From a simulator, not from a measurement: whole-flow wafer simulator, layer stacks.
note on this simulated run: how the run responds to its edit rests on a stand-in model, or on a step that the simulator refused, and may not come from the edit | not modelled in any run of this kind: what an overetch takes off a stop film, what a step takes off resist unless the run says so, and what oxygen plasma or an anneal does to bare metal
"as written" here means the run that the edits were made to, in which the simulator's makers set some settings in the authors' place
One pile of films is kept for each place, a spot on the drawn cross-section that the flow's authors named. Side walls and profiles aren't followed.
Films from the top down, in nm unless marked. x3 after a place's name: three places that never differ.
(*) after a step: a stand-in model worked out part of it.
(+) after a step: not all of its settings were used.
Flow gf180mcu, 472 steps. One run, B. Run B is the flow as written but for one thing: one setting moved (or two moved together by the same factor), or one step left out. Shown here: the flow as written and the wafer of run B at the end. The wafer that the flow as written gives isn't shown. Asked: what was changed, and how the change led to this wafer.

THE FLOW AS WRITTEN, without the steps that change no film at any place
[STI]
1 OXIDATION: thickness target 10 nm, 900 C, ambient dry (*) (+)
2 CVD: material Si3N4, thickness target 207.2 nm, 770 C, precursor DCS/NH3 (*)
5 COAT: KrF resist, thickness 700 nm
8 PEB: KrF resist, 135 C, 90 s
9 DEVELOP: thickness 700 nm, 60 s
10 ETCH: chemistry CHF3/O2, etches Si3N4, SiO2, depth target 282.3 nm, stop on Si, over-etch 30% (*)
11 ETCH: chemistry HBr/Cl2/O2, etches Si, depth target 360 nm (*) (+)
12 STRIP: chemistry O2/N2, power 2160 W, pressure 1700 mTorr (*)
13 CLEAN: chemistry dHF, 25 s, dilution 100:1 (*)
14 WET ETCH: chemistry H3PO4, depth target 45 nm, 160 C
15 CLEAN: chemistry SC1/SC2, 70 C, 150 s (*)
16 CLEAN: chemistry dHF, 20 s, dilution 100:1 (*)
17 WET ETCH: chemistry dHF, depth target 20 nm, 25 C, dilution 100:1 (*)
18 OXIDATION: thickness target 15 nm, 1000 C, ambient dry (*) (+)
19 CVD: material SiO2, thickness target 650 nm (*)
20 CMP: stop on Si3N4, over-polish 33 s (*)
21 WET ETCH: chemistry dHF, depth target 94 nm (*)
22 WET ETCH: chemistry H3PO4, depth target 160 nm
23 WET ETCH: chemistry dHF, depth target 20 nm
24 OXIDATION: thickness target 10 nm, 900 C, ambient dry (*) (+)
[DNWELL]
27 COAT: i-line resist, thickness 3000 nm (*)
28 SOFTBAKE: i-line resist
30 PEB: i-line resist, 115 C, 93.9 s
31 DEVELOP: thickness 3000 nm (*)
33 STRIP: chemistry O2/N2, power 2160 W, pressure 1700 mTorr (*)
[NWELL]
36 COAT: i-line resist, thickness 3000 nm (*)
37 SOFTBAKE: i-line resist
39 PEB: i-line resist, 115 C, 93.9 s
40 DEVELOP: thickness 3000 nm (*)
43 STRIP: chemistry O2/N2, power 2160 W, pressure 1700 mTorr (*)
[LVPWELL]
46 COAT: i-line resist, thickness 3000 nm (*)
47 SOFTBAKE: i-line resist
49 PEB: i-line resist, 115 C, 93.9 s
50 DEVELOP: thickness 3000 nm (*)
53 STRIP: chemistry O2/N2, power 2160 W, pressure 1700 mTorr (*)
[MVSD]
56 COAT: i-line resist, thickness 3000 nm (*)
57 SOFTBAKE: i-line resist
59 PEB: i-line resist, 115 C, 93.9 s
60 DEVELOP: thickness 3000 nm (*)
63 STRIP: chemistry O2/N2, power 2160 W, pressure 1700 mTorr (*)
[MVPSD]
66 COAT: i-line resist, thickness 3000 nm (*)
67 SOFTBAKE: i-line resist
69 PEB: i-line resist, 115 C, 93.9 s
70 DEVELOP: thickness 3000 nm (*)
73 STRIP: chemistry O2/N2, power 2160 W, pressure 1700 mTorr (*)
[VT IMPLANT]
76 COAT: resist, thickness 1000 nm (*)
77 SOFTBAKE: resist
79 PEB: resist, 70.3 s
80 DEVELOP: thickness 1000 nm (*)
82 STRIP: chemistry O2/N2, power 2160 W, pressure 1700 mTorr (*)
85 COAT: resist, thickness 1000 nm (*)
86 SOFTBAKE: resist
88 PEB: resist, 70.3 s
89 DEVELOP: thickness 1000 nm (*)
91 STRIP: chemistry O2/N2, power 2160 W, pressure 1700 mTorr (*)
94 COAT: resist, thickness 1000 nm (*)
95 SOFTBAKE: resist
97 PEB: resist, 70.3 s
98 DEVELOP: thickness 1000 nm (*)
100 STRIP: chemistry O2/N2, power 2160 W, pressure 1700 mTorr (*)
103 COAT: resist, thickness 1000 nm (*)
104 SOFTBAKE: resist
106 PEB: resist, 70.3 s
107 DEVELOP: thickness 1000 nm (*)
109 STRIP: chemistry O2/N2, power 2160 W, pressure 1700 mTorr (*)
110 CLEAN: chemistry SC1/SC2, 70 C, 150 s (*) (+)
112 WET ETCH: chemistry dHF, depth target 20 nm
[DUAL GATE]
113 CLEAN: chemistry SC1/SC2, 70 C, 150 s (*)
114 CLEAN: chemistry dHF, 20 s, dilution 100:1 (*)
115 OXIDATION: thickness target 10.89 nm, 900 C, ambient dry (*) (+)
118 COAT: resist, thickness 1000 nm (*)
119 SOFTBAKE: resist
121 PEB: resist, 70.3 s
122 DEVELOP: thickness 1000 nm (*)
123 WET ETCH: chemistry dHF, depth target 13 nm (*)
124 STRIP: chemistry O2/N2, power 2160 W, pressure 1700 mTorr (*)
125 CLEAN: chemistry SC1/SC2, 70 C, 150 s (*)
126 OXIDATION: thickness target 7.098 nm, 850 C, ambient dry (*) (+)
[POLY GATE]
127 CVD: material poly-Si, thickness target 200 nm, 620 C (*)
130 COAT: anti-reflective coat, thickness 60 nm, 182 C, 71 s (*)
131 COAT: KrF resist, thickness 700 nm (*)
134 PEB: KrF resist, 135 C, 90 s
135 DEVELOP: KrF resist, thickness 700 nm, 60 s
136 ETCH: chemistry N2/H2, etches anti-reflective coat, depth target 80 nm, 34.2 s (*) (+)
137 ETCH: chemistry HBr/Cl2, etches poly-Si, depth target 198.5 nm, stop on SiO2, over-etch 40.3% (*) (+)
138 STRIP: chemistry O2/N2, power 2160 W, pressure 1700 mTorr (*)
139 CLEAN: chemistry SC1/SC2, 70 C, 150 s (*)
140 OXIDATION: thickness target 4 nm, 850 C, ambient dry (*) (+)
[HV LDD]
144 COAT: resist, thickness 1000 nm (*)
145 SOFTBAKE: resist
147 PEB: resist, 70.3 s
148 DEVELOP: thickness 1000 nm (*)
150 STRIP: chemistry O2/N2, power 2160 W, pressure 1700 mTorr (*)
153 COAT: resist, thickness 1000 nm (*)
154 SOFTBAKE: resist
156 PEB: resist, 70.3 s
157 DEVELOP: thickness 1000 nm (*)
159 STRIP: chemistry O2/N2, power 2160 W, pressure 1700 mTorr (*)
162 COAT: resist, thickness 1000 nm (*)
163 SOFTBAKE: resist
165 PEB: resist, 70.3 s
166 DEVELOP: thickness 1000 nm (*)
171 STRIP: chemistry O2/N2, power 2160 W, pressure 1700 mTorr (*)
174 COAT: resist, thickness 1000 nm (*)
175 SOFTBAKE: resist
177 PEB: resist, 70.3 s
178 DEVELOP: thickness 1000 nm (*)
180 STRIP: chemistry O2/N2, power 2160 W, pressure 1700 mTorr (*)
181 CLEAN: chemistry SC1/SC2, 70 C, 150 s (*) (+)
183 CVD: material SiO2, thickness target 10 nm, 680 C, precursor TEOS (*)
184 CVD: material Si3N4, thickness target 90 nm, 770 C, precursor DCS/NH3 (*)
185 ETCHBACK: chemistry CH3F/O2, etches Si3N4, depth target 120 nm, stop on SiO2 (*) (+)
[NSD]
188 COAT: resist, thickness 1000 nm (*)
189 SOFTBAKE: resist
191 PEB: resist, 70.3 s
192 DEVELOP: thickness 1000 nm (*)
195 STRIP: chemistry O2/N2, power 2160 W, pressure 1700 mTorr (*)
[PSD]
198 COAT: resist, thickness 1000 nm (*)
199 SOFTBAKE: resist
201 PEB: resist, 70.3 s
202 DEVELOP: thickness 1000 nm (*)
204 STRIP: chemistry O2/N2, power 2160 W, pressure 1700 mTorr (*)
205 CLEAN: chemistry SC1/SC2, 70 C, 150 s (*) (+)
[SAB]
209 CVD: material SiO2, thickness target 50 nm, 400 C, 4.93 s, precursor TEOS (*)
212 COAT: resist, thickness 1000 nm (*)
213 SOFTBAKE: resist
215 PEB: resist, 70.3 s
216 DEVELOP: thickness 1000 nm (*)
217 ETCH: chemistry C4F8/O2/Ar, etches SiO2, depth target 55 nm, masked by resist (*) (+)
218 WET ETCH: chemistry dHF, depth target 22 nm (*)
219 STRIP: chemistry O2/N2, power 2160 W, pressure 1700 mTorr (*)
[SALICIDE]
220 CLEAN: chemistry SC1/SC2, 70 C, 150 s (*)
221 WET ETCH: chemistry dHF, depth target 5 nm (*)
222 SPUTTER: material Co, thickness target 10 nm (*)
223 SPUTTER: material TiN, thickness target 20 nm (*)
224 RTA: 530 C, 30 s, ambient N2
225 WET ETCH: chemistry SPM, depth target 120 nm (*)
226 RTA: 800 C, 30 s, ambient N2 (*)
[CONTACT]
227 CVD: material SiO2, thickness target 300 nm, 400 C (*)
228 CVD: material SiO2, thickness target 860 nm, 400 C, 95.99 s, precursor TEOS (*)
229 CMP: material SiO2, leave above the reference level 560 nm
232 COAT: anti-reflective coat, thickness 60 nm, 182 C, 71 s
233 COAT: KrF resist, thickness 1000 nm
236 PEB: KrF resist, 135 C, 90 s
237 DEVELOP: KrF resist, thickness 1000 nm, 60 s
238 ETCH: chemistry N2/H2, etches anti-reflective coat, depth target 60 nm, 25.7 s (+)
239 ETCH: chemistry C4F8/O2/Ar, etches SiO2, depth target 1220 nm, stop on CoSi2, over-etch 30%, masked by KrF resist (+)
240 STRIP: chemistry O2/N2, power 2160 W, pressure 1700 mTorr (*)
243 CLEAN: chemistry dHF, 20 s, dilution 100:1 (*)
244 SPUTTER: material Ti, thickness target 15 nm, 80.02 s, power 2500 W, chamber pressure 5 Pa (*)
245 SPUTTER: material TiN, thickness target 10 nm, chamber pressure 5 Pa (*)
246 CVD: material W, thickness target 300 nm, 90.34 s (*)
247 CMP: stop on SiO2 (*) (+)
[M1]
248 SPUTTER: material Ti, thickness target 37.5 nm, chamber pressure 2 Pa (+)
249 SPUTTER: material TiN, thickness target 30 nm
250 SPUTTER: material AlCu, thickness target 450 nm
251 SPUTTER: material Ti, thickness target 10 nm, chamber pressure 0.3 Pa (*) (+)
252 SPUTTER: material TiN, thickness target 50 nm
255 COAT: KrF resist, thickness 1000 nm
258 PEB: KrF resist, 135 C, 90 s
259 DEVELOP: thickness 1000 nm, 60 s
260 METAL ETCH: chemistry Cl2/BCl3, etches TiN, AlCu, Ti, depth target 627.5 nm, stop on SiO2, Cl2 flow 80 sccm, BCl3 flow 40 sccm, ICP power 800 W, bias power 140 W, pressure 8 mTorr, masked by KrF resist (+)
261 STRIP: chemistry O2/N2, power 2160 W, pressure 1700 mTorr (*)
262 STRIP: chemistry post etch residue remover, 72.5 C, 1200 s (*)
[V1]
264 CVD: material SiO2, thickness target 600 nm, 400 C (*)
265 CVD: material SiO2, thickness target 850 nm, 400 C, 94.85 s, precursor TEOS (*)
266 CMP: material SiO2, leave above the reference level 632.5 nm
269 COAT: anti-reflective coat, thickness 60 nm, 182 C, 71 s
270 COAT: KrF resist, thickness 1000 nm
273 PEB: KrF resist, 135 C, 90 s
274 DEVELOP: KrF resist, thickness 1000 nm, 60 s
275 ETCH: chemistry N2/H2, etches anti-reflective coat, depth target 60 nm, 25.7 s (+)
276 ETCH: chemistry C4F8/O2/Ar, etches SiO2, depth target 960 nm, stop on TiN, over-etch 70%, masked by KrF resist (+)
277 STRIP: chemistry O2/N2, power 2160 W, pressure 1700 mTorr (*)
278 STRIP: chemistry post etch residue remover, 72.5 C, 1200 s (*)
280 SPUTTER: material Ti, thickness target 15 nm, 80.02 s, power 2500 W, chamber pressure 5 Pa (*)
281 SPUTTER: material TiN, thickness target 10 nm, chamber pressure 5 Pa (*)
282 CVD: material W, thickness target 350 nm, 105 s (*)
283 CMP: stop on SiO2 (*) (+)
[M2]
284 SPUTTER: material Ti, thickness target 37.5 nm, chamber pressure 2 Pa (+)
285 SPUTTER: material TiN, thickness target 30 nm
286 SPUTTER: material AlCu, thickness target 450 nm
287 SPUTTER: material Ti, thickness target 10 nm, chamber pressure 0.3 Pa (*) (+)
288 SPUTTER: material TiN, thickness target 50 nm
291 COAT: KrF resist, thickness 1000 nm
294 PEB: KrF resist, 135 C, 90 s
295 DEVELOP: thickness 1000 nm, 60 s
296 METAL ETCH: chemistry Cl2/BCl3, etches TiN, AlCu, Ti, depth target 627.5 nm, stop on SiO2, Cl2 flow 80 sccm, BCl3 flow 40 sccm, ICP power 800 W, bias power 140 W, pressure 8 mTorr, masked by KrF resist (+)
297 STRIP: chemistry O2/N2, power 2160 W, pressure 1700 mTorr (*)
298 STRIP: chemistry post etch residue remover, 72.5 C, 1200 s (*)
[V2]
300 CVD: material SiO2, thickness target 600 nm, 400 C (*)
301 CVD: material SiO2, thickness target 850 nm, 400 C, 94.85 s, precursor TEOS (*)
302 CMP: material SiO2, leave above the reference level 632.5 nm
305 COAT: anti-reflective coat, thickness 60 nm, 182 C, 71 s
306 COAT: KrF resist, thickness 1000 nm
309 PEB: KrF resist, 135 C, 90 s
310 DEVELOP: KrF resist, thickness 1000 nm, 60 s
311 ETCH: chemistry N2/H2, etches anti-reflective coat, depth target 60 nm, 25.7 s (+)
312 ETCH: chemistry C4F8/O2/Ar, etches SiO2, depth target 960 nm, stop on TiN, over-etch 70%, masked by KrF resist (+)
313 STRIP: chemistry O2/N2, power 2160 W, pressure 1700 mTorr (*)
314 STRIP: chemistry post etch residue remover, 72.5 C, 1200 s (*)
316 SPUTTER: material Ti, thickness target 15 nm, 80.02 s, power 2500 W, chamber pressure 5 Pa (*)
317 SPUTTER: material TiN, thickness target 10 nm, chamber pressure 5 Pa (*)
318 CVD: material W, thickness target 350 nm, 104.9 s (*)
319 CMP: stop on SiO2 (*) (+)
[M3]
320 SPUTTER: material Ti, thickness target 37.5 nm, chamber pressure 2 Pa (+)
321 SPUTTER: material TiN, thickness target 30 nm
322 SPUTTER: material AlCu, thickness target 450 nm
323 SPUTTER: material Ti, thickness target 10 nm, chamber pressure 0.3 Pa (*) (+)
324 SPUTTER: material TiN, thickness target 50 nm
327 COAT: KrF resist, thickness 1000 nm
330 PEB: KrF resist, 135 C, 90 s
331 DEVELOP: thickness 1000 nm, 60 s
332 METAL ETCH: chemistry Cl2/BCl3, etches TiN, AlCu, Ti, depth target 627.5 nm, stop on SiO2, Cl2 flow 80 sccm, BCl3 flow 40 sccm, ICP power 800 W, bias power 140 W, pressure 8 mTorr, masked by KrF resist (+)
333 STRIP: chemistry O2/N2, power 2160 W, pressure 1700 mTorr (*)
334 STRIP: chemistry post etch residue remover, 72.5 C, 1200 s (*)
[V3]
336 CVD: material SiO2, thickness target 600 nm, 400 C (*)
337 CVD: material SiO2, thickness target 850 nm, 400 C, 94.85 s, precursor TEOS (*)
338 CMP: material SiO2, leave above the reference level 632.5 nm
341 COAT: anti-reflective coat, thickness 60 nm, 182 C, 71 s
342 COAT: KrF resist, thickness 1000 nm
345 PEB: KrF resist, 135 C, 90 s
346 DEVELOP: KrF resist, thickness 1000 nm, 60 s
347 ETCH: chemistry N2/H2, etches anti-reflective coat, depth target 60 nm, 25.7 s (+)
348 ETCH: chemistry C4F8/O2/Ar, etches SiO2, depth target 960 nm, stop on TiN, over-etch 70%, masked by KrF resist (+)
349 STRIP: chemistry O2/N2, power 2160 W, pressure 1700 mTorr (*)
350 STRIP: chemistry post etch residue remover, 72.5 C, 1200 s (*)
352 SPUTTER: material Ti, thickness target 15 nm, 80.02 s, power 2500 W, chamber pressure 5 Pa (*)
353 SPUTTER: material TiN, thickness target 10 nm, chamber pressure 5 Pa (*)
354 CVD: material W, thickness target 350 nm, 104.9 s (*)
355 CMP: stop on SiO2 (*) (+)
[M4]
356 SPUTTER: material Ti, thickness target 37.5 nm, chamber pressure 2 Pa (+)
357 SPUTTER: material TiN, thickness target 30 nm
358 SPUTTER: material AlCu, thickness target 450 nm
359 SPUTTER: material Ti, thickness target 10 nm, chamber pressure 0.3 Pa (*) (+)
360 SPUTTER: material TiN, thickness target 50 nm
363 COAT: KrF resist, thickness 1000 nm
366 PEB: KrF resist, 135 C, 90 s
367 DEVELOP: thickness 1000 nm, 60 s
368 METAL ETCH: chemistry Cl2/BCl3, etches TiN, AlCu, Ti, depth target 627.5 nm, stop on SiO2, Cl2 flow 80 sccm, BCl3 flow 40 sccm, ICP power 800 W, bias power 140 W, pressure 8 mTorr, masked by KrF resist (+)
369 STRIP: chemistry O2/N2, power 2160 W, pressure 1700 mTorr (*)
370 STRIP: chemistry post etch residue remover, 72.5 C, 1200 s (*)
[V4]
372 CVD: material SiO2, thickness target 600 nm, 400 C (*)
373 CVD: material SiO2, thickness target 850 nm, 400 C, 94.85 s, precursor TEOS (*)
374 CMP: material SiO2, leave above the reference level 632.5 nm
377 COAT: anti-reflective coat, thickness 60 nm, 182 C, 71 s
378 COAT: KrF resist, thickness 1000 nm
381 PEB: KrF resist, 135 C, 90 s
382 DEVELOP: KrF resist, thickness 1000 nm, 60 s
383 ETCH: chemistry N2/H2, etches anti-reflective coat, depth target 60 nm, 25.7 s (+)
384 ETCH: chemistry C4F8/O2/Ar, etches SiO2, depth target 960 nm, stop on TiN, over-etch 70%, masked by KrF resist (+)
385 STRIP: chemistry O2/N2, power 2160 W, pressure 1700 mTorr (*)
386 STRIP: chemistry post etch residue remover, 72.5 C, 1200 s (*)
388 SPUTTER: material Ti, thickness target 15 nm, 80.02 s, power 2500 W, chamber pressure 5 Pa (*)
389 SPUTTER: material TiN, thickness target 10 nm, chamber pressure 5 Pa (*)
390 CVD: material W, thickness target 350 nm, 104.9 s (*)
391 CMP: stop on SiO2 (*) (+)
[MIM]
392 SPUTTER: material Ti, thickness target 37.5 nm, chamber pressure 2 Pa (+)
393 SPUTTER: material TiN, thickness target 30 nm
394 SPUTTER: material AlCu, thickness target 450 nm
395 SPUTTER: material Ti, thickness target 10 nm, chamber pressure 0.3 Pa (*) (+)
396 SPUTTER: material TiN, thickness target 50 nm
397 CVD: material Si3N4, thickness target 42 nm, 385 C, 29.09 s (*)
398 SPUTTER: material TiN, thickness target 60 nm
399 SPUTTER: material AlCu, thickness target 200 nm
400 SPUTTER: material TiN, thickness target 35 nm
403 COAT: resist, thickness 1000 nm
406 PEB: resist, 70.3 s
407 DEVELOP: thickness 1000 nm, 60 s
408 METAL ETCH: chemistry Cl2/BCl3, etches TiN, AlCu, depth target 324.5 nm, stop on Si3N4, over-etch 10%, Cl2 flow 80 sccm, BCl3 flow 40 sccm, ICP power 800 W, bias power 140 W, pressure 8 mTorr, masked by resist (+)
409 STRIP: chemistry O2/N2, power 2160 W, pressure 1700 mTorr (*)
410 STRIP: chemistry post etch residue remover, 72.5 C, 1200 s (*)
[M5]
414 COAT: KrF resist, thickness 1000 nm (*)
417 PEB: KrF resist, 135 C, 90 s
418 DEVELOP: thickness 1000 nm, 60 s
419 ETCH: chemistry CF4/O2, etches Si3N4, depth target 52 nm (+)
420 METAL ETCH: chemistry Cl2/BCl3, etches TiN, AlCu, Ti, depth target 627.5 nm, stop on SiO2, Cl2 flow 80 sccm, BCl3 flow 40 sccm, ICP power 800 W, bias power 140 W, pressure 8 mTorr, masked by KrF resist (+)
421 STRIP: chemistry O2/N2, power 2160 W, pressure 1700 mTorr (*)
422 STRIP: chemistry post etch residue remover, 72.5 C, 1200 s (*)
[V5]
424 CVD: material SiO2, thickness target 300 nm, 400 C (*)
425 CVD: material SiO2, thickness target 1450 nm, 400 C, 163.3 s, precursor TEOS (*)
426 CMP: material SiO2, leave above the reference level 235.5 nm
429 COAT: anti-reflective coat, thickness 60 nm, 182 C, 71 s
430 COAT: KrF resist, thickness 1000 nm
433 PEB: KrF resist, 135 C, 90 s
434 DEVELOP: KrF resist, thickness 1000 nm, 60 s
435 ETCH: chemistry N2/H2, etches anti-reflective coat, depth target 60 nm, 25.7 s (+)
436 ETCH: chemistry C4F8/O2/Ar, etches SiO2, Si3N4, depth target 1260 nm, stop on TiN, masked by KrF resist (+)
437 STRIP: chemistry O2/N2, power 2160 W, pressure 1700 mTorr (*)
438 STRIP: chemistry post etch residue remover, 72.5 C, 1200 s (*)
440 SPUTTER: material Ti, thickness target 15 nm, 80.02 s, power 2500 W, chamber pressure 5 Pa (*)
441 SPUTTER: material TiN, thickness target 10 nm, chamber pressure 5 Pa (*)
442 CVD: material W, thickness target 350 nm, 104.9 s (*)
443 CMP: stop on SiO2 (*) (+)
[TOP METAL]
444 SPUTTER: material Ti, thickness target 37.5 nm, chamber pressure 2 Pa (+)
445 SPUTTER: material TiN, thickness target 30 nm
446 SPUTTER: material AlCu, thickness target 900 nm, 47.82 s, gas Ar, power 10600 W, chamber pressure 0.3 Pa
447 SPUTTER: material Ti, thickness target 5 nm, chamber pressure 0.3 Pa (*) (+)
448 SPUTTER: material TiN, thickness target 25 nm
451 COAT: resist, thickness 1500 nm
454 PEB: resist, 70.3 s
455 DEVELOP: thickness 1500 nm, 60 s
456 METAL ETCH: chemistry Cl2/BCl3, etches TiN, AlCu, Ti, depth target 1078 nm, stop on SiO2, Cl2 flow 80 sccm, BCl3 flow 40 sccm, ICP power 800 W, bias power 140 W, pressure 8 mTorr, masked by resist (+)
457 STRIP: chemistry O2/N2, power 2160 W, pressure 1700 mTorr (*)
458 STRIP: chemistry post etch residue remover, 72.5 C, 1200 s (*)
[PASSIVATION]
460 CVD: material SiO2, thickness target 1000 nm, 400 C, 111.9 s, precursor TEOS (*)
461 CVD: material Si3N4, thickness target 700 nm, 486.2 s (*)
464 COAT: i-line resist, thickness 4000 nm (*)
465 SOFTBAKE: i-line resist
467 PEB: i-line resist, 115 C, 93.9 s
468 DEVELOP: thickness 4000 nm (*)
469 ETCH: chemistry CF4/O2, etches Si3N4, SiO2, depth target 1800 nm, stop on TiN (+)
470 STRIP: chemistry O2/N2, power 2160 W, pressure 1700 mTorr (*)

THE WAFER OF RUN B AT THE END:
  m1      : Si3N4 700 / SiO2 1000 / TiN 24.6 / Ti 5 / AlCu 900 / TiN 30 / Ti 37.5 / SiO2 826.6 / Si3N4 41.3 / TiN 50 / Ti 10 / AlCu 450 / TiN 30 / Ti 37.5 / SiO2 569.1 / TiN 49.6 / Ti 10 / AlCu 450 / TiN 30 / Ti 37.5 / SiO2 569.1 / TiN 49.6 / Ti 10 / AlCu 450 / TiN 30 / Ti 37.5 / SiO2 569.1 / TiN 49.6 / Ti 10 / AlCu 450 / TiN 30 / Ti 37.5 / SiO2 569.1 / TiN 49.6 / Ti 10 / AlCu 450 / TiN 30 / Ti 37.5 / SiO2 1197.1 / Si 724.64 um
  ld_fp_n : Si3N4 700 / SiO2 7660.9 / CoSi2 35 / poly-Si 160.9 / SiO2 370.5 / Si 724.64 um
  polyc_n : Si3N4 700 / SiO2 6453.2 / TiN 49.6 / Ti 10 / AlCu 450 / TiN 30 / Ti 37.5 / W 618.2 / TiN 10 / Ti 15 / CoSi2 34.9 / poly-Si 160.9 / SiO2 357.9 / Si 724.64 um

The cause: step 112, WET ETCH: depth target 29.5 nm was run, where the flow has depth target 20 nm.

How the change led to this, step by step:
  112 WET ETCH: chemistry dHF, depth target 20 nm
      field, field__w2, field__w3 and 36 more: SiO2 -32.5 (as written it would be: SiO2 -22)
      field_sub, mim_1p0, pad, dice_street, iso_fld_sub, ldn_fld, ldp_fld: SiO2 -32.4 (as written it would be: SiO2 -22)
  119 SOFTBAKE: resist
      gate_p_hv: resist +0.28 (as written it would be: resist +0.83)
  130 COAT: anti-reflective coat, thickness 60 nm, 182 C, 71 s (*)
      p_well, spacer, sd_n: anti-reflective coat +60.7 (new film) (as written it would be: anti-reflective coat +70.9 (new film))
      ldn_ch, ldp_ch: anti-reflective coat +63.1 (new film) (as written it would be: anti-reflective coat +66.7 (new film))
      (and at 70 more places)
  136 ETCH: chemistry N2/H2, etches anti-reflective coat, depth target 80 nm, 34.2 s (*) (+)
      p_well, spacer, sd_n: anti-reflective coat -60.7 (all of it), poly-Si -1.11 (as written it would be: anti-reflective coat -70.9 (all of it), poly-Si -0.85)
      ldn_dft, ldp_dft: anti-reflective coat -54.2 (all of it), poly-Si -1.28 (as written it would be: anti-reflective coat -48.7 (all of it), poly-Si -1.42)
      (and at 49 more places)
  138 STRIP: chemistry O2/N2, power 2160 W, pressure 1700 mTorr (*)
      gate: chemical SiO2 +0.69 (new film), KrF resist -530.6 (all of it), anti-reflective coat -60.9 (all of it), poly-Si -0.3 (as written it would be: chemical SiO2 +0.68 (new film), KrF resist -531.7 (all of it), anti-reflective coat -65.5 (all of it), poly-Si -0.3)
      gate_hv: chemical SiO2 +0.69 (new film), KrF resist -526 (all of it), anti-reflective coat -59.4 (all of it), poly-Si -0.3 (as written it would be: chemical SiO2 +0.68 (new film), KrF resist -528.4 (all of it), anti-reflective coat -61 (all of it), poly-Si -0.3)
      (and at 19 more places)
  145 SOFTBAKE: resist
      field: resist +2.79 (as written it would be: resist -0.3)
      nw_enc_fld_lv__w3: resist -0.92 (as written it would be: resist +2.63)
      (and at 1 more place)
  154 SOFTBAKE: resist
      field: resist +2.79 (as written it would be: resist -0.3)
      nw_enc_fld_lv__w3: resist -0.92 (as written it would be: resist +2.63)
      (and at 1 more place)
  163 SOFTBAKE: resist
      field: resist +2.79 (as written it would be: resist -0.3)
      nw_enc_fld_lv__w3: resist -0.92 (as written it would be: resist +2.63)
      (and at 1 more place)
  175 SOFTBAKE: resist
      field: resist +2.79 (as written it would be: resist -0.3)
      nw_enc_fld_lv__w3: resist -0.92 (as written it would be: resist +2.63)
      (and at 1 more place)
  189 SOFTBAKE: resist
      active_hv: resist -0.63 (as written it would be: resist +2.68)
      nw_enc_fld_lv__w3: resist -1.7 (as written it would be: resist +2.11)
      (and at 1 more place)
  199 SOFTBAKE: resist
      active_hv: resist -0.63 (as written it would be: resist +2.68)
      nw_enc_fld_lv__w3: resist -1.7 (as written it would be: resist +2.11)
      (and at 1 more place)
  213 SOFTBAKE: resist
      nw_enc_fld_lv__w3: resist -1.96 (as written it would be: resist +1.83)
      field__w8: resist -2.53 (as written it would be: resist -1.94)
      (and at 3 more places)
  218 WET ETCH: chemistry dHF, depth target 22 nm (*)
      sd_p_hv: SiO2 -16 (all of it) (as written it would be: SiO2 -15.2 (all of it))
  223 SPUTTER: material TiN, thickness target 20 nm (*)
      field__w12: TiN +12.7 (new film) (as written it would be: TiN +12 (new film))
  225 WET ETCH: chemistry SPM, depth target 120 nm (*)
      field__w12: TiN -12.7 (all of it), Co -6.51 (all of it) (as written it would be: TiN -12 (all of it), Co -6.15 (all of it))
  229 CMP: material SiO2, leave above the reference level 560 nm
      ldn_sep__w1, ldn_sep__w2, ldn_dft and 8 more: SiO2 -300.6 (as written it would be: SiO2 -311)
      sti, mim_1p0, pad, dice_street, iso_nw_fld, iso_fld_sub: SiO2 -286.4 (as written it would be: SiO2 -296.8)
      (and at 44 more places)
